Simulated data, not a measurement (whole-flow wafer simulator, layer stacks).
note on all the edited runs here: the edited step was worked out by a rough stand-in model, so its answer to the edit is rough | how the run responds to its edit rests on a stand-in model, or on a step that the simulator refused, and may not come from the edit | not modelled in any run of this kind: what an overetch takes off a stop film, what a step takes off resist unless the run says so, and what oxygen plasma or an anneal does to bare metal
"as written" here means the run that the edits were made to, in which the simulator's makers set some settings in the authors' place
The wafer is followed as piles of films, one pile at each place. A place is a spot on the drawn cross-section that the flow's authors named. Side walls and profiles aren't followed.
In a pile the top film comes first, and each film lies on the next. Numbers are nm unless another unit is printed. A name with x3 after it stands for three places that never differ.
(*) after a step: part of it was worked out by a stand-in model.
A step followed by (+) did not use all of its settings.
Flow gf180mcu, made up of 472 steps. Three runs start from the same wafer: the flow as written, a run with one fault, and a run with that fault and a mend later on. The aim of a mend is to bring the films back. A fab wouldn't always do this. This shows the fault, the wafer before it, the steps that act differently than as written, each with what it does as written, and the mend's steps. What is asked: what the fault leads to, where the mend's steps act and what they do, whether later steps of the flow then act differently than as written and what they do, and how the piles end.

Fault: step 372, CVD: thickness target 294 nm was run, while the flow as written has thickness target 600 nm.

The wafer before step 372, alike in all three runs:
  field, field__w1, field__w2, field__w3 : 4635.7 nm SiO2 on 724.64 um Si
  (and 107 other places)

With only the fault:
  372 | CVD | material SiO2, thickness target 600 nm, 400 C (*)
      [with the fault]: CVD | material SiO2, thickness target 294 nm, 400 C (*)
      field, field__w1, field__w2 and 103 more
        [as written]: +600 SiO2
        [with the fault]: +294 SiO2
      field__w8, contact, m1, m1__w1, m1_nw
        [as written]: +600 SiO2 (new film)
        [with the fault]: +294 SiO2 (new film)
  Steps further on in the flow that do not act as written (not shown: 19 more steps that differ only slightly, by at most 2% or 0.5 nm, whichever is larger):
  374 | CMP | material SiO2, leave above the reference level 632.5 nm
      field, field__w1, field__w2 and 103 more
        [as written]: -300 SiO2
        [with the fault]: nothing
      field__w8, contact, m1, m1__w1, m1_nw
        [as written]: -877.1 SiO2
        [with the fault]: -571.1 SiO2
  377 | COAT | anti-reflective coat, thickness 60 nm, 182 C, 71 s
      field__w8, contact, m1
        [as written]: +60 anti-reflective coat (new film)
        [with the fault]: +56.4 anti-reflective coat (new film)
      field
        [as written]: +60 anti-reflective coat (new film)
        [with the fault]: +62.3 anti-reflective coat (new film)
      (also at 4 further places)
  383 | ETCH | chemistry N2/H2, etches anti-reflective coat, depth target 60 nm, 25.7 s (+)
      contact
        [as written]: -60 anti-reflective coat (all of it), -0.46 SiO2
        [with the fault]: -56.4 anti-reflective coat (all of it), -0.55 SiO2
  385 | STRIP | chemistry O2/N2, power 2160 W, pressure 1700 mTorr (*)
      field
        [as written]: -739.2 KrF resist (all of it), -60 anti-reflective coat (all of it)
        [with the fault]: -737.9 KrF resist (all of it), -62.3 anti-reflective coat (all of it)
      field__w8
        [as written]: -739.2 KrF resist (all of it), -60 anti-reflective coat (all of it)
        [with the fault]: -738.7 KrF resist (all of it), -56.4 anti-reflective coat (all of it)
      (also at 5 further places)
  At the end the piles are close to the flow's at the places that both follow, differing by at most 2% or 0.5 nm, whichever is larger.

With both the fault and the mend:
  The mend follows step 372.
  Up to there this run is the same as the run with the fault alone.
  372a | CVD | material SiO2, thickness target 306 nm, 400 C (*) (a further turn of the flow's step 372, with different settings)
      field, field__w1, field__w2 and 108 more
        +306 SiO2
  Every later step of the flow that is run acts as written at every place that is followed.
  By the end, the piles equal the flow's at every place that both follow.
